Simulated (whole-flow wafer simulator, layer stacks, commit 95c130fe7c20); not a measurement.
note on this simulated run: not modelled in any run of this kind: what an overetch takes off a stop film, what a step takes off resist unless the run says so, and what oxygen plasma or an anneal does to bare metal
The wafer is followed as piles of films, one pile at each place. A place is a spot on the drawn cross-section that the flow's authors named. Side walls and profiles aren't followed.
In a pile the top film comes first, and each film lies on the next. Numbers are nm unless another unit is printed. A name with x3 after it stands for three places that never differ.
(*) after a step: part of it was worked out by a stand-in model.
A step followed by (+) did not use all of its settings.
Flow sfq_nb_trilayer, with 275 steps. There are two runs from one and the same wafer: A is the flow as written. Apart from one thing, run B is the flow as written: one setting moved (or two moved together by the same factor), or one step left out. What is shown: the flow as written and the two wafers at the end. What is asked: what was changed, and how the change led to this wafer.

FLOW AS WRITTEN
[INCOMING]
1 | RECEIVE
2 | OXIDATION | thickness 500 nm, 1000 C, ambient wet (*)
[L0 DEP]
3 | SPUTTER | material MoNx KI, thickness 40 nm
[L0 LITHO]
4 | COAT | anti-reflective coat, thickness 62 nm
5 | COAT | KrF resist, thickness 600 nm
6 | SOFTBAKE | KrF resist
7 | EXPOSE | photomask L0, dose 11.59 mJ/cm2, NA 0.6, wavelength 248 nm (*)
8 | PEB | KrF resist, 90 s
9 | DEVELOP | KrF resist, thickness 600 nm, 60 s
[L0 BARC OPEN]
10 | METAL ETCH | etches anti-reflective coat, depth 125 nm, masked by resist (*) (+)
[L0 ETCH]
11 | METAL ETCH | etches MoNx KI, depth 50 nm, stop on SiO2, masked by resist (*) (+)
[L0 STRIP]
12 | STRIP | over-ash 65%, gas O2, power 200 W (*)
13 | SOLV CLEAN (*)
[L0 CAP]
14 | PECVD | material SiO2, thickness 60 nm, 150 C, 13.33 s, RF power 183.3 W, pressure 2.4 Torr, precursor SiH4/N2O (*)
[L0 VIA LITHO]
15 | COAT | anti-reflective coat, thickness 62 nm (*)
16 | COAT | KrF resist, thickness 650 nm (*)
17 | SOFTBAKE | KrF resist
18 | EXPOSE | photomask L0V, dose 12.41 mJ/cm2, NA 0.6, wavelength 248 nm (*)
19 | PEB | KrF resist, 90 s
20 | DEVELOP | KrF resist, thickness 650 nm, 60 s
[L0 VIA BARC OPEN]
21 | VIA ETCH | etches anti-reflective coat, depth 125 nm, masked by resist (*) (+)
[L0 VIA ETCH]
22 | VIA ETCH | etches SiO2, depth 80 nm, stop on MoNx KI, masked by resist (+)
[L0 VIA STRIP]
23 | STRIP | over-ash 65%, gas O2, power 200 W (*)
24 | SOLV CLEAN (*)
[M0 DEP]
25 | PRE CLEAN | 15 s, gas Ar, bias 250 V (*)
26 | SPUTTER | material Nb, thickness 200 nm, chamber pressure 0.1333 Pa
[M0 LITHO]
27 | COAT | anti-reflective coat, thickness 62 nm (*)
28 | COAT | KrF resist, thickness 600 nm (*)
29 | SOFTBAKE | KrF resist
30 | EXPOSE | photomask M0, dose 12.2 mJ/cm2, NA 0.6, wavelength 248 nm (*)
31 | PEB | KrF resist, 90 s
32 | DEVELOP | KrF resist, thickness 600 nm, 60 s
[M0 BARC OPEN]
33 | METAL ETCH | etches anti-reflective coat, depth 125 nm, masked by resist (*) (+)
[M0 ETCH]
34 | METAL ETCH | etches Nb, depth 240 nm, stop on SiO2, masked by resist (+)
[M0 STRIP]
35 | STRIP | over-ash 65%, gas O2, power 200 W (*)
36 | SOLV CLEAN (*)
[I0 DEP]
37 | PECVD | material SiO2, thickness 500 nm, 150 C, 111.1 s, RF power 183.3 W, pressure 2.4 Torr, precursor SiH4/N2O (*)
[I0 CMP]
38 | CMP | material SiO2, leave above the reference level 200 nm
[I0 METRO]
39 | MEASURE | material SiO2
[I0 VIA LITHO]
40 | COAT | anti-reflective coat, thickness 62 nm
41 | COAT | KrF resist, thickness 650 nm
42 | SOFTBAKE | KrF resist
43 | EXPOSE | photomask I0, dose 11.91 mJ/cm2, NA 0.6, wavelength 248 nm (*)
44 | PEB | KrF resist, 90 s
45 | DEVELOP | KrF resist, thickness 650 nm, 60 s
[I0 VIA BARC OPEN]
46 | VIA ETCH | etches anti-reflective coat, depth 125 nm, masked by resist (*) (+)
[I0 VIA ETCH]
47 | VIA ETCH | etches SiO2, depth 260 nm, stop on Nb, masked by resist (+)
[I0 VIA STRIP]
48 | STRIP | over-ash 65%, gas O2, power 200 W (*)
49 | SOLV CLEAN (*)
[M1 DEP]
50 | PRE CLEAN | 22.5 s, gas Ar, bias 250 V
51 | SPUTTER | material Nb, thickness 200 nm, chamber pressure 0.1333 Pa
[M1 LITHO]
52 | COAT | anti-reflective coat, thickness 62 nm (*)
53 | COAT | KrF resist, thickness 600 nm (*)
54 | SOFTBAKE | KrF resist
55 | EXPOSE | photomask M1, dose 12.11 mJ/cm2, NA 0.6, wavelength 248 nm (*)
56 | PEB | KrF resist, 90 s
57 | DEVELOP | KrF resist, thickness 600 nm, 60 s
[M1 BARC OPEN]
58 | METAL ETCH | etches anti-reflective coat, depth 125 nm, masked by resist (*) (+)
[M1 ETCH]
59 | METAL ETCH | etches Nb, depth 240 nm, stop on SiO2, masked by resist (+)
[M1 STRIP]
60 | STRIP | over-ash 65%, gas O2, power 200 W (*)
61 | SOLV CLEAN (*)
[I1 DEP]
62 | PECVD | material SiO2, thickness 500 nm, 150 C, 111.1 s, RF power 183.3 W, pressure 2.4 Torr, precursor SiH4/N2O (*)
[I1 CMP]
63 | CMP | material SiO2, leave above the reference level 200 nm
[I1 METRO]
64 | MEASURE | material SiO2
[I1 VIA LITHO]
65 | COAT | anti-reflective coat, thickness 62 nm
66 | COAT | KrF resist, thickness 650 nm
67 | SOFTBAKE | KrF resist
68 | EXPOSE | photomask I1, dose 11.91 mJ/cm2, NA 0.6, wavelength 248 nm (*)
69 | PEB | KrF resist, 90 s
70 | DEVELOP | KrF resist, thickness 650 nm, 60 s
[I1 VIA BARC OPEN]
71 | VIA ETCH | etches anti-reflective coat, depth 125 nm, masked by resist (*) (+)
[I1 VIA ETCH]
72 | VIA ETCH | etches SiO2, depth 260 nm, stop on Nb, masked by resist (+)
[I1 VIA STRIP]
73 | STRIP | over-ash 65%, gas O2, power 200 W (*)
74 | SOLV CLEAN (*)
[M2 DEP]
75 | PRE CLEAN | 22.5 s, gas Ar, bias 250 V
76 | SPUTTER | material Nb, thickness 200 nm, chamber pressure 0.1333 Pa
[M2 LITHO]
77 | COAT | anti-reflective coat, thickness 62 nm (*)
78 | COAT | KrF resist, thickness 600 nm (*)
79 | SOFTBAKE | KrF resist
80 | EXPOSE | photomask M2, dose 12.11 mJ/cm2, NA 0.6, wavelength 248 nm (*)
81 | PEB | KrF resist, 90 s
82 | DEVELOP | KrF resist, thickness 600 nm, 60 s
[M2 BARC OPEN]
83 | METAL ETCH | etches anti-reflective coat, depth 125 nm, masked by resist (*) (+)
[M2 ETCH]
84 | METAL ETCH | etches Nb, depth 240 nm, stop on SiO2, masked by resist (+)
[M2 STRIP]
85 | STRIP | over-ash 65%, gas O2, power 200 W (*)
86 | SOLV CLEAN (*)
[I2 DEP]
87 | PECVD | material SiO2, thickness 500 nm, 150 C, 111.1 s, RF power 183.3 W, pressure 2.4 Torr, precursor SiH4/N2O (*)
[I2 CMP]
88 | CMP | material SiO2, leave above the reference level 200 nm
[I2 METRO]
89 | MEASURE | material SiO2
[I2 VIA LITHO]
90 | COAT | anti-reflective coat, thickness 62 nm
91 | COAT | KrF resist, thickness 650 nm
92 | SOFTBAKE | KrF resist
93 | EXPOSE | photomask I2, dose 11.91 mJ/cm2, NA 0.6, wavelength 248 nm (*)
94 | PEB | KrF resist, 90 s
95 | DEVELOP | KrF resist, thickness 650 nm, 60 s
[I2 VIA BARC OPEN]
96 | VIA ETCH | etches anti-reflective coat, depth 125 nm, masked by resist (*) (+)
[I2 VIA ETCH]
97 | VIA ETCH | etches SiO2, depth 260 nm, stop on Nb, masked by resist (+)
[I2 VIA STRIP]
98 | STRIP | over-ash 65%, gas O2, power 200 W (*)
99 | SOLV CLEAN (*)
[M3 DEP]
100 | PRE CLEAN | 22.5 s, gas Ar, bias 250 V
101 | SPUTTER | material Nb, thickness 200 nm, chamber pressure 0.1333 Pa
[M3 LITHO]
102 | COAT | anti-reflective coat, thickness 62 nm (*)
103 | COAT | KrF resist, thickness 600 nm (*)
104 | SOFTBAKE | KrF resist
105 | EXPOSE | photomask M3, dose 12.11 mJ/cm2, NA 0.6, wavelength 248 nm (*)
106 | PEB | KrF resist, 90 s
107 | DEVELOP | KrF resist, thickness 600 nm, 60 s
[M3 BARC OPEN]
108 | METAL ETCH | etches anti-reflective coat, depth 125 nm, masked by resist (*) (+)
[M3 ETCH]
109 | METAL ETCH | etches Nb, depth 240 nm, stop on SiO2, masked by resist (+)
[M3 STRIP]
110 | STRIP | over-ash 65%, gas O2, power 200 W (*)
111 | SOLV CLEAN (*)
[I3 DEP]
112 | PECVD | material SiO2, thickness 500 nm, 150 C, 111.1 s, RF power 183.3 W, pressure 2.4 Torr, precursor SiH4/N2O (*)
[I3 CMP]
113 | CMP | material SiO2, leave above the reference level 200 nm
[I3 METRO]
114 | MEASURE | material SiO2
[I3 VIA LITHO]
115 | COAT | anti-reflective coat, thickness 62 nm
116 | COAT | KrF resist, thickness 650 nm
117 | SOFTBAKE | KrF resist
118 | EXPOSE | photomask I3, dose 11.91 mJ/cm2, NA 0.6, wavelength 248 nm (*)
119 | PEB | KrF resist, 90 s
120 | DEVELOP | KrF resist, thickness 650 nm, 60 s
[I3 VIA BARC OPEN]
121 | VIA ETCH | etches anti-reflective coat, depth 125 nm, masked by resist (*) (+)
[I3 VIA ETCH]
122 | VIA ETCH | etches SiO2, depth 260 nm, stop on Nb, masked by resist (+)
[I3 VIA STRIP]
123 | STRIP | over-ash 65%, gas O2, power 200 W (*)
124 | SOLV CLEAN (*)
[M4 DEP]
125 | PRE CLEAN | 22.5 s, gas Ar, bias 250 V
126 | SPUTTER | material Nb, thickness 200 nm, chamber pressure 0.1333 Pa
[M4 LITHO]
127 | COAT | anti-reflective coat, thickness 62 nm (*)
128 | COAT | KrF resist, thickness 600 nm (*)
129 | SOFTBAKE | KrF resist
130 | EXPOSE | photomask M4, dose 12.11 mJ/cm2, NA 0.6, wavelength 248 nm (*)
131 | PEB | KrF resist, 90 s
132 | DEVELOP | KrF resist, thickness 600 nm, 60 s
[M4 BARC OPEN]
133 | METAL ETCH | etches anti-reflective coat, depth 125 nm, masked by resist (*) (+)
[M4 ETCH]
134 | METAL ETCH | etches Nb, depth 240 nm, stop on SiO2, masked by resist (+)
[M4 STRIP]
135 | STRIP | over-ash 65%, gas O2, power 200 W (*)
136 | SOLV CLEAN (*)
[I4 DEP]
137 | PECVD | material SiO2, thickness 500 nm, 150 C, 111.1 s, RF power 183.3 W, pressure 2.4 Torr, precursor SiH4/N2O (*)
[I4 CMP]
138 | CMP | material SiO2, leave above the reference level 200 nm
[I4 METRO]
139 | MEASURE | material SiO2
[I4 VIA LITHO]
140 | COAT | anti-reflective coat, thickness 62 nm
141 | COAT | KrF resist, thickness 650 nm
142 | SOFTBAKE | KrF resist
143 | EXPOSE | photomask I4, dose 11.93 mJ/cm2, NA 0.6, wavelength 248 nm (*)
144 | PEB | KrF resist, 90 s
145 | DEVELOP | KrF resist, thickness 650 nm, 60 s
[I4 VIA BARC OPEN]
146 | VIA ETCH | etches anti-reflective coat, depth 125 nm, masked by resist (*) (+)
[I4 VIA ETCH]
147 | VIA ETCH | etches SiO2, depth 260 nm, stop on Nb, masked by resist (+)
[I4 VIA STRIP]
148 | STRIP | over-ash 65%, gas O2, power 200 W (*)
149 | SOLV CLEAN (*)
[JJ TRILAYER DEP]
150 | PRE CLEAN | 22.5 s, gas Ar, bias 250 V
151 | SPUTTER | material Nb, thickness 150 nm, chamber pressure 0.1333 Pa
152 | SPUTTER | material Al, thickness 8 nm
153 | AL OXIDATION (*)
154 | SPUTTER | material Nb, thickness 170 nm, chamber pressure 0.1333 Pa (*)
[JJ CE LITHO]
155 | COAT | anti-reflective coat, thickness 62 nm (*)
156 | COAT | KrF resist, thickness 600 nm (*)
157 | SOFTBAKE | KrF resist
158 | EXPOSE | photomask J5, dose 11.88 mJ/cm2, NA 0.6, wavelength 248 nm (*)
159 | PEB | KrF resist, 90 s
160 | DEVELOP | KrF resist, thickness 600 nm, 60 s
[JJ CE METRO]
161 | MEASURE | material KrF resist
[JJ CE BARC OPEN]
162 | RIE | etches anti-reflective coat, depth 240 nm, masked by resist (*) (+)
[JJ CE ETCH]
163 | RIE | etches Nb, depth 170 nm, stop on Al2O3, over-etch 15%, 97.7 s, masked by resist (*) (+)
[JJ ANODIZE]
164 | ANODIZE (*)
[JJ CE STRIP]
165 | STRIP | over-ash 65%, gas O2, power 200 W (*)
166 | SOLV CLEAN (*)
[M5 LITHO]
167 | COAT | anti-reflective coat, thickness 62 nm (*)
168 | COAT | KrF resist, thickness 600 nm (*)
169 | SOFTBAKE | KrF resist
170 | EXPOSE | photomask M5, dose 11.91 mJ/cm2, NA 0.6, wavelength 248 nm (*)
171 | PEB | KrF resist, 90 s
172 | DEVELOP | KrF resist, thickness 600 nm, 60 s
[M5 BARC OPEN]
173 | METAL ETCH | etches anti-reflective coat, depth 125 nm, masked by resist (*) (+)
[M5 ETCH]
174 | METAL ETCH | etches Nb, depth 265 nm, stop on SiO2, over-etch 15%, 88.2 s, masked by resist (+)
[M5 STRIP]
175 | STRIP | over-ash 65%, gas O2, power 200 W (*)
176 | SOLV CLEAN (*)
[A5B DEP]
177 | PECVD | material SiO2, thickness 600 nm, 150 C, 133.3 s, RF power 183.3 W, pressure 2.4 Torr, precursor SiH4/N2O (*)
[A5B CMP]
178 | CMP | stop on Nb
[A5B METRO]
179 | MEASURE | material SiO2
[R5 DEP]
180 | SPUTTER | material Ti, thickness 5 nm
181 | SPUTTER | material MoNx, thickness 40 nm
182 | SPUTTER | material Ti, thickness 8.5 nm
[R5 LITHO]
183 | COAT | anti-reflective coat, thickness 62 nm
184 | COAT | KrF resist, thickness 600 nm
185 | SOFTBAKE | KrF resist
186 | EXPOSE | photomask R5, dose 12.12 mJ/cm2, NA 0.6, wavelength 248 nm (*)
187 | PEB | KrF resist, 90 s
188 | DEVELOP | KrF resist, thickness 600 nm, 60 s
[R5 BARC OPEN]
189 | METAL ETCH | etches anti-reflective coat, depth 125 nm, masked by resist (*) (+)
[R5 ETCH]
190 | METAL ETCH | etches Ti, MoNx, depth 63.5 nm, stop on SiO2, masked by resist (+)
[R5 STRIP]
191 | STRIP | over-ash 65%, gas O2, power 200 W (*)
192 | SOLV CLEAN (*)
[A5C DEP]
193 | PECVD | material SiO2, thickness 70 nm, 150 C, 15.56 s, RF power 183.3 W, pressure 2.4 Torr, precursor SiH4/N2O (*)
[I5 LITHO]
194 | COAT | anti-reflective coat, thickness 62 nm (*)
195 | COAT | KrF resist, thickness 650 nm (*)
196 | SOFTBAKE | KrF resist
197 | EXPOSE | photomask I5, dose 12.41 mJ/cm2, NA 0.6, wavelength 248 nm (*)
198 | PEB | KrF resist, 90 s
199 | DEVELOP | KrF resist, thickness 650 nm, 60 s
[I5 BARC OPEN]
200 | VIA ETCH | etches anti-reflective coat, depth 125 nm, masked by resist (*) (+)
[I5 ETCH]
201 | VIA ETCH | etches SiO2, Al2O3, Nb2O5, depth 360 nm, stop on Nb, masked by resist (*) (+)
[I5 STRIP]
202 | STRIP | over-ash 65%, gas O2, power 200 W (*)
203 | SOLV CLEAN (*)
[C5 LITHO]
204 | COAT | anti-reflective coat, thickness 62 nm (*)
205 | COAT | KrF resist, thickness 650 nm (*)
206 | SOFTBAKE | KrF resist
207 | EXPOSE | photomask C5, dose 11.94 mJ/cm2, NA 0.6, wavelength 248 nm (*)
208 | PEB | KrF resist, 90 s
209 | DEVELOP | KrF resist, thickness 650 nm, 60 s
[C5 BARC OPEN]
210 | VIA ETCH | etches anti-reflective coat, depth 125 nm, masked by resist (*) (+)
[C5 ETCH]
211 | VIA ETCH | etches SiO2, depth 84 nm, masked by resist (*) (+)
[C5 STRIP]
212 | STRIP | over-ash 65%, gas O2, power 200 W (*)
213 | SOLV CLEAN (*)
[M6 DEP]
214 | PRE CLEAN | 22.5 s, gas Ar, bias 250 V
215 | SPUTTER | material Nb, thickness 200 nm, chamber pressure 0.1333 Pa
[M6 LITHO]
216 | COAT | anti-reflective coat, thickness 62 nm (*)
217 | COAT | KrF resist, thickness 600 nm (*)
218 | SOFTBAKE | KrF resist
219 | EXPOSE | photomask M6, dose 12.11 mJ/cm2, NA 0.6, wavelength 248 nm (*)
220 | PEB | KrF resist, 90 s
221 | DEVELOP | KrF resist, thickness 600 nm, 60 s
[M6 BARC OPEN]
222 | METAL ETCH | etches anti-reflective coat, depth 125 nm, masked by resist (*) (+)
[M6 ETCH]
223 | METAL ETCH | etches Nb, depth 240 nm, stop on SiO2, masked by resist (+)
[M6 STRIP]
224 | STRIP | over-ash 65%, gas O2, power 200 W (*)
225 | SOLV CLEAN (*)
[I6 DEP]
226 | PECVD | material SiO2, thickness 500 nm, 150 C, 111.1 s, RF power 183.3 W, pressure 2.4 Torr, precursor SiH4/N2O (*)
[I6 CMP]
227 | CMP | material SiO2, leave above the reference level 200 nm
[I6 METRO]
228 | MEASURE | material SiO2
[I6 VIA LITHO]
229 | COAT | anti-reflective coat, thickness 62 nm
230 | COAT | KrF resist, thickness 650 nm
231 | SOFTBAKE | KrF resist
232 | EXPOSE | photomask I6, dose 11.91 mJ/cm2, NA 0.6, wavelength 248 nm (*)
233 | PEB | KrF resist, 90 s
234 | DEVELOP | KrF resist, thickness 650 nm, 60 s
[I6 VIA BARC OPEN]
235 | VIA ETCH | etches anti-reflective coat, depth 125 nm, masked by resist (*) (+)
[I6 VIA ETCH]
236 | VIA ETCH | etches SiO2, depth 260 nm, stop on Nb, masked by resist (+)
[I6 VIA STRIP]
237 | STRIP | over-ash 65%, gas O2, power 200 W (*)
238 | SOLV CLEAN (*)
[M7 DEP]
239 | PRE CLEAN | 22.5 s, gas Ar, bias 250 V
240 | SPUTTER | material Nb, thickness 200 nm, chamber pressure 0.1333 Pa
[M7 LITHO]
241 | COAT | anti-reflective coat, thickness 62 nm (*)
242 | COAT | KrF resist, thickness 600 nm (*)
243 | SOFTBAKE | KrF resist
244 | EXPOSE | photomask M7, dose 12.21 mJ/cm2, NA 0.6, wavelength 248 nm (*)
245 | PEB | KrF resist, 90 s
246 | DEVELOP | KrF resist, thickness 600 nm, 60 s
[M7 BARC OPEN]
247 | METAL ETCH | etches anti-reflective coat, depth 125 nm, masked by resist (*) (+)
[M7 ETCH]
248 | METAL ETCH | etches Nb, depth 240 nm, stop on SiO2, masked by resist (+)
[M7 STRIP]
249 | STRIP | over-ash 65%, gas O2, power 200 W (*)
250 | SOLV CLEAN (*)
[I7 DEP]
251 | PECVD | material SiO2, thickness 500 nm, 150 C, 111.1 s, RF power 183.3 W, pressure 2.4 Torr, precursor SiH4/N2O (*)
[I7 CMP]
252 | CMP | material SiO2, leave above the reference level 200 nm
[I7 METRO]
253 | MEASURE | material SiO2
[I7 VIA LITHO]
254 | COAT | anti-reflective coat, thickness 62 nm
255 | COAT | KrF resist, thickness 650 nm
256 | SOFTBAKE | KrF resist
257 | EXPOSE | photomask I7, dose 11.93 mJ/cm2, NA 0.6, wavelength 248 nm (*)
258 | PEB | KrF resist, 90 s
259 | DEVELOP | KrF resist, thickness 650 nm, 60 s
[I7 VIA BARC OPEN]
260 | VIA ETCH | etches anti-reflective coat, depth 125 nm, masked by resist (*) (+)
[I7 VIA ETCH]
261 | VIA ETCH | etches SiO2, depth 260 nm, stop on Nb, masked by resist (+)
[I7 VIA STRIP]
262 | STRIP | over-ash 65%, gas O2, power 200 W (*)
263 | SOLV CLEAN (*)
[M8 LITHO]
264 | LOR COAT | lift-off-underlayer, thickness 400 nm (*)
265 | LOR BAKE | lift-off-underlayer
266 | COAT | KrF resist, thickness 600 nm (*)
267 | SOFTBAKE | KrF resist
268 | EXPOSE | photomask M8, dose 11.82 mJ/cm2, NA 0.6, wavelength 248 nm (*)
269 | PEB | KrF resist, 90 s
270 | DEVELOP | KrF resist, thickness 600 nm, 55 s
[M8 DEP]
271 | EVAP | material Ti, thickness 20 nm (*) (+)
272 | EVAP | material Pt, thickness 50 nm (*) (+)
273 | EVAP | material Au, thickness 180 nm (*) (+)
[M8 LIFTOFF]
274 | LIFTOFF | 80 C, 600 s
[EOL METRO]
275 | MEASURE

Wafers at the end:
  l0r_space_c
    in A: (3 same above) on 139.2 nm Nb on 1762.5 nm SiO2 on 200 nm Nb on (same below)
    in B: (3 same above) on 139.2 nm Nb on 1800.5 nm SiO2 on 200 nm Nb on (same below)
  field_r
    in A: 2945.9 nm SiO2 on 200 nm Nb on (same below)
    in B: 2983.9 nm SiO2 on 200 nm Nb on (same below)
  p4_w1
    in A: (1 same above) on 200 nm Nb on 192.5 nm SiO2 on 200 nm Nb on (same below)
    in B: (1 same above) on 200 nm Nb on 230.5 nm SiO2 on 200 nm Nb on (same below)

Cause: step 113, CMP: leave above the reference level 238 nm was run, whereas the flow has leave above the reference level 200 nm.

Step by step, how the change led to this:
  113 | CMP | material SiO2, leave above the reference level 200 nm
      field_l, be, be_sur and 64 more: A SiO2 loses 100 | B SiO2 loses 62
      v_sur, via_wl, via_wr and 27 more: A SiO2 loses 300 | B SiO2 loses 262
      (as well as at 9 more places)
  122 | VIA ETCH | etches SiO2, depth 260 nm, stop on Nb, masked by resist (+)
      via_v: A SiO2 loses 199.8 (all of it) | B SiO2 loses 237.8 (all of it)
  126 | SPUTTER | material Nb, thickness 200 nm, chamber pressure 0.1333 Pa
      via_v: A Nb gains 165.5 | B Nb gains 157.4
  127 | COAT | anti-reflective coat, thickness 62 nm (*)
      via_v: A anti-reflective coat gains 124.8 (new film) | B anti-reflective coat gains 133 (new film)
  128 | COAT | KrF resist, thickness 600 nm (*)
      via_v: A KrF resist gains 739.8 (new film) | B KrF resist gains 771.4 (new film)
  135 | STRIP | over-ash 65%, gas O2, power 200 W (*)
      via_v: A KrF resist loses 521.8 (all of it), anti-reflective coat loses 124.8 (all of it) | B KrF resist loses 553.3 (all of it), anti-reflective coat loses 133 (all of it)
  137 | PECVD | material SiO2, thickness 500 nm, 150 C, 111.1 s, RF power 183.3 W, pressure 2.4 Torr, precursor SiH4/N2O (*)
      via_v: A SiO2 gains 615 (new film) | B SiO2 gains 661.1 (new film)
